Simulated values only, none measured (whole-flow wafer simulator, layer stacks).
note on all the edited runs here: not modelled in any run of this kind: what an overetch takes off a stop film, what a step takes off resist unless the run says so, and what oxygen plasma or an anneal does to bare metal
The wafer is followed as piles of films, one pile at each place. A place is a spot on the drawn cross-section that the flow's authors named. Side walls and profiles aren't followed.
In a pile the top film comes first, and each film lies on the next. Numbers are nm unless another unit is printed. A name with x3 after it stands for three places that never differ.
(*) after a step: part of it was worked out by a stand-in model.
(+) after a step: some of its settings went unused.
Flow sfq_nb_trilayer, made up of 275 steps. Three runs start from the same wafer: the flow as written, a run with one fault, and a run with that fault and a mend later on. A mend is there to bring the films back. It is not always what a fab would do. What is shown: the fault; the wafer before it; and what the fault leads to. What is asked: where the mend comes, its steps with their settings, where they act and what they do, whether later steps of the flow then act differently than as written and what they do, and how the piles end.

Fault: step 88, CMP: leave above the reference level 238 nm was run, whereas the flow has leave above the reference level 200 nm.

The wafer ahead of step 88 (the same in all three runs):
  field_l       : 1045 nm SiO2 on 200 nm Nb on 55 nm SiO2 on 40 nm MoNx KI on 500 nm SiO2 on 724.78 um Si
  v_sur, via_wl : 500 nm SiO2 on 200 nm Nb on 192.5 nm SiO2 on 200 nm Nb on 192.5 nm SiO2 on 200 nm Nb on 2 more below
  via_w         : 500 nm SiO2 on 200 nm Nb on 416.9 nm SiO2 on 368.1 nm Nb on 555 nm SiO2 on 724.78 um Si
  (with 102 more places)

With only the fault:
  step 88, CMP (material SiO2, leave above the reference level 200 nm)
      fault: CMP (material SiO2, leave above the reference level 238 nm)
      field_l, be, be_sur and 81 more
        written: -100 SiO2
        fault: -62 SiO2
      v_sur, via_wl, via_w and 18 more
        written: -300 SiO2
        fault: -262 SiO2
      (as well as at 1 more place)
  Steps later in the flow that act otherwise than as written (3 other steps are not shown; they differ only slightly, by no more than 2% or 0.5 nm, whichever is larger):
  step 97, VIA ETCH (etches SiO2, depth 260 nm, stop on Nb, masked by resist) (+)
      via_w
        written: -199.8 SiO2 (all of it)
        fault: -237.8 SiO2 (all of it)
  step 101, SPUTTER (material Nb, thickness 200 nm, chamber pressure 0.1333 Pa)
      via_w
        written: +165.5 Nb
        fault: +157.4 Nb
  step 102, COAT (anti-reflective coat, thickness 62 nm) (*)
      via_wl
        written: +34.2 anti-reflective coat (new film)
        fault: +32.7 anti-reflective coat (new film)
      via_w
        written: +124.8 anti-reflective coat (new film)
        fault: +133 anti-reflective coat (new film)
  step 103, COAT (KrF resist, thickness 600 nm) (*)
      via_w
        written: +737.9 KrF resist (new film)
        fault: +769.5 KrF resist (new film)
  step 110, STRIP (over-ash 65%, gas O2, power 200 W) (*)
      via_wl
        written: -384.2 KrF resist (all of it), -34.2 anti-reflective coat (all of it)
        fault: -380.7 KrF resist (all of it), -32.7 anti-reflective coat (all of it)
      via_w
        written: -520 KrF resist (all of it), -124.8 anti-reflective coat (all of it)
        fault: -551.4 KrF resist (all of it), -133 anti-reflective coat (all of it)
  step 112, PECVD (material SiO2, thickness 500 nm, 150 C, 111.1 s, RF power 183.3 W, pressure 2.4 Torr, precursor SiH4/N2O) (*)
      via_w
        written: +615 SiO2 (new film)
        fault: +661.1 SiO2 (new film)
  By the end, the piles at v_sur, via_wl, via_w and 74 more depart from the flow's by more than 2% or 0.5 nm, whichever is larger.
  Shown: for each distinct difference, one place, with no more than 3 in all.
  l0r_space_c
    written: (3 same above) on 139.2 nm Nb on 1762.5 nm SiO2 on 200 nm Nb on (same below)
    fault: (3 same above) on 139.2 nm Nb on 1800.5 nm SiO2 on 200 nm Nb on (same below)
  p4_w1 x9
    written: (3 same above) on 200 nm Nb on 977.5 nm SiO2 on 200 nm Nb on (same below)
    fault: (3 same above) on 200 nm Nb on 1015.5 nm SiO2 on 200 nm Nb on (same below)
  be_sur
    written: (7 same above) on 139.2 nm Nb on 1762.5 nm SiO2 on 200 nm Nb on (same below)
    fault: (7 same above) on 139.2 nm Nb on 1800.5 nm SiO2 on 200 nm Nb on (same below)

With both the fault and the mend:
  The mend follows step 95.
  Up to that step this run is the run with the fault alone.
  step 95a, STRIP (over-ash 65%, gas O2, power 200 W) (*)
      field_l, v_sur, via_wl and 102 more
        -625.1 KrF resist (all of it), -62 anti-reflective coat (all of it)
      via_w
        -62 anti-reflective coat (all of it)
  step 95b, CMP (material SiO2, leave above the reference level 200 nm) (the flow's step 88 again)
      field_l, v_sur, via_wl and 103 more
        -38 SiO2
  step 95c, COAT (anti-reflective coat, thickness 62 nm) (the flow's step 90 again)
      field_l, v_sur, via_wl and 103 more
        +62 anti-reflective coat (new film)
  step 95d, COAT (KrF resist, thickness 650 nm) (the flow's step 91 again)
      field_l, v_sur, via_wl and 103 more
        +650 KrF resist (new film)
  step 95e, SOFTBAKE (KrF resist) (the flow's step 92 again)
      does not change any film at any place that is followed
  step 95f, EXPOSE (photomask I2, dose 11.91 mJ/cm2, NA 0.6, wavelength 248 nm) (*) (the flow's step 93 again)
      does not change any film at any place that is followed
  step 95g, PEB (KrF resist, 90 s) (the flow's step 94 again)
      field_l, v_sur, via_wl and 103 more
        -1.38 KrF resist
  step 95h, DEVELOP (KrF resist, thickness 650 nm, 60 s) (the flow's step 95 again)
      field_l, v_sur, via_wl and 102 more
        -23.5 KrF resist
      via_w
        -648.6 KrF resist (all of it)
  None of the later steps of the flow acts differently than as written at any place that is followed.
  By the end, the piles equal the flow's at every place that both follow.
